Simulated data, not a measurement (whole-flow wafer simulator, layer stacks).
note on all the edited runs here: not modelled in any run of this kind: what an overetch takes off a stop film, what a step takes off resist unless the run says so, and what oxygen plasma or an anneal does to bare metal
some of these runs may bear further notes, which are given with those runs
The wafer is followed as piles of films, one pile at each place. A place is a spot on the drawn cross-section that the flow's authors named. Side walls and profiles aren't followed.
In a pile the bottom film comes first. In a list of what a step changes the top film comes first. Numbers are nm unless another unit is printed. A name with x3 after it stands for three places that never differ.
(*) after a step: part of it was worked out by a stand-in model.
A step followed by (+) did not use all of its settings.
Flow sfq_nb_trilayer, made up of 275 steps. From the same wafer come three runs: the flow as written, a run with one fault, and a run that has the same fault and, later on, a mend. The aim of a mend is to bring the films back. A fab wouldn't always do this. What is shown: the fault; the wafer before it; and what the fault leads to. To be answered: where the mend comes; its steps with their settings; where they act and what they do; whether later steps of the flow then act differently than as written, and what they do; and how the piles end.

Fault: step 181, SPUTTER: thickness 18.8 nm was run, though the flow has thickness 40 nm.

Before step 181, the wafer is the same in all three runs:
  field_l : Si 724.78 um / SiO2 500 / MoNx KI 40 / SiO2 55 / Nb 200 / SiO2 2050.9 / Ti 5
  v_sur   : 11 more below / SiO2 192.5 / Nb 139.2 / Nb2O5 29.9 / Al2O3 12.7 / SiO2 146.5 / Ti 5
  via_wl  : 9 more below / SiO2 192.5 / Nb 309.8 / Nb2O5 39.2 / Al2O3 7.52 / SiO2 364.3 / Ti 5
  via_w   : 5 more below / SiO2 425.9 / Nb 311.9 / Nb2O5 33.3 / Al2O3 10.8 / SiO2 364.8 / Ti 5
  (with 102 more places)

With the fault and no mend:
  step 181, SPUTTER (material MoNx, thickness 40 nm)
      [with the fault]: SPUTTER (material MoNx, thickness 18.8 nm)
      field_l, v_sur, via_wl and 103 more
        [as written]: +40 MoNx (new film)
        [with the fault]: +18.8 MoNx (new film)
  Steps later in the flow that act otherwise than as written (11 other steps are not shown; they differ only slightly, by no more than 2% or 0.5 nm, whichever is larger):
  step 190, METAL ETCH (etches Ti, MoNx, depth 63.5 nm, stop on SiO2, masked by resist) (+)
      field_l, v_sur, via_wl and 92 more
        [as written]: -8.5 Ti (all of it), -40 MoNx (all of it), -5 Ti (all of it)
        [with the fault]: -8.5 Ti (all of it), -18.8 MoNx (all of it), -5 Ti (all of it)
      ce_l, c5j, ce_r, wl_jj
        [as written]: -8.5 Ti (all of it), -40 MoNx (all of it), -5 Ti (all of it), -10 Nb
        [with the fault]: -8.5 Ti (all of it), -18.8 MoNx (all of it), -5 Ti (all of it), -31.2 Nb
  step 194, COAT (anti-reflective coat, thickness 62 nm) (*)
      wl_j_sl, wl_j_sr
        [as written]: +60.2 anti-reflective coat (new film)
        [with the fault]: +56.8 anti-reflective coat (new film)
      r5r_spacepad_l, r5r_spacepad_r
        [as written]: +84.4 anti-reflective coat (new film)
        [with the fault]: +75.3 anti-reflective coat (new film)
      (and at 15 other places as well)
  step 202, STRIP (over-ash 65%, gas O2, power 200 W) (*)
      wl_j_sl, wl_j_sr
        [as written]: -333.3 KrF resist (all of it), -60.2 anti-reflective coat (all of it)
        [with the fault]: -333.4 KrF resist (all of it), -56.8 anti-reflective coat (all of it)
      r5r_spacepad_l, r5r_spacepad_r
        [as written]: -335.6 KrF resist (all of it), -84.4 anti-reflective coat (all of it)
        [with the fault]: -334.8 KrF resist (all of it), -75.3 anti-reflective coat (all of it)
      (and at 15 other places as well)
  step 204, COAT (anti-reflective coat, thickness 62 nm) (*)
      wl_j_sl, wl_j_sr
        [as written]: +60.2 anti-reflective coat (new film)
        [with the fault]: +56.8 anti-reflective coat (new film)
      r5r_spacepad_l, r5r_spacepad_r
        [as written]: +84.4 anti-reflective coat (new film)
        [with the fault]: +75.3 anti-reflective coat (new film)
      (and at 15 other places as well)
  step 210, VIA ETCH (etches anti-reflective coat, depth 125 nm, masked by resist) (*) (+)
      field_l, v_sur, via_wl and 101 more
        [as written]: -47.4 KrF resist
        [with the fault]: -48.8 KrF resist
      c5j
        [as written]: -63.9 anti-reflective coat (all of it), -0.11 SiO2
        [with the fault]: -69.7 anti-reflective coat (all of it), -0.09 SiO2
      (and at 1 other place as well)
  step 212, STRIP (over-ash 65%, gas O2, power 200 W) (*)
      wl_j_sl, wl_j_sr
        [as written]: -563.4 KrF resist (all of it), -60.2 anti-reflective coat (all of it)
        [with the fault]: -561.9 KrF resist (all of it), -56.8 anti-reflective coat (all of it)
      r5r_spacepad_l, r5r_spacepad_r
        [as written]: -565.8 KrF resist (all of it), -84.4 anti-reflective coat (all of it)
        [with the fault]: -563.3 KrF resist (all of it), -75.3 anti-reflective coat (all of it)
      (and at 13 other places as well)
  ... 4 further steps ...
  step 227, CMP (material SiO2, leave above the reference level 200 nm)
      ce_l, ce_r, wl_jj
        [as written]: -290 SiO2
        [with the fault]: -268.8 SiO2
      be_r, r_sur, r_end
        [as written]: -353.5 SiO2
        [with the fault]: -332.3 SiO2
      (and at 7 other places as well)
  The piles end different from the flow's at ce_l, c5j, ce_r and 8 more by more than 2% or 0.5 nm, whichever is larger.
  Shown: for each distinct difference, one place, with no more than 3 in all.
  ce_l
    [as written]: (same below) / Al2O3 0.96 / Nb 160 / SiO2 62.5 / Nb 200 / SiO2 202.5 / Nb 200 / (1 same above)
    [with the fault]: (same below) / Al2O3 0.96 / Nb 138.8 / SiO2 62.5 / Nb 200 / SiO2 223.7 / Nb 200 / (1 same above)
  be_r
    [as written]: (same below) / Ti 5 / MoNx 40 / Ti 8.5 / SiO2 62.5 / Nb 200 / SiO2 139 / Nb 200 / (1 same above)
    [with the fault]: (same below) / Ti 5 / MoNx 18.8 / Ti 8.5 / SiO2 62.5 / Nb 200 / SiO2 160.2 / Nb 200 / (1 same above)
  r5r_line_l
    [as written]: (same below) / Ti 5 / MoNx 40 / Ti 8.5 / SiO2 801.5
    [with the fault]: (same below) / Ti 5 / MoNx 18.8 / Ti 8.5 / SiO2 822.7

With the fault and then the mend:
  The mend follows step 181.
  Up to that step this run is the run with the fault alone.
  step 181a, SPUTTER (material MoNx, thickness 21.2 nm) (the flow's step 181 again, with other settings)
      field_l, v_sur, via_wl and 103 more
        +21.2 MoNx
  None of the later steps of the flow acts differently than as written at any place that is followed.
  The piles end the same as the flow's at every place that both follow.
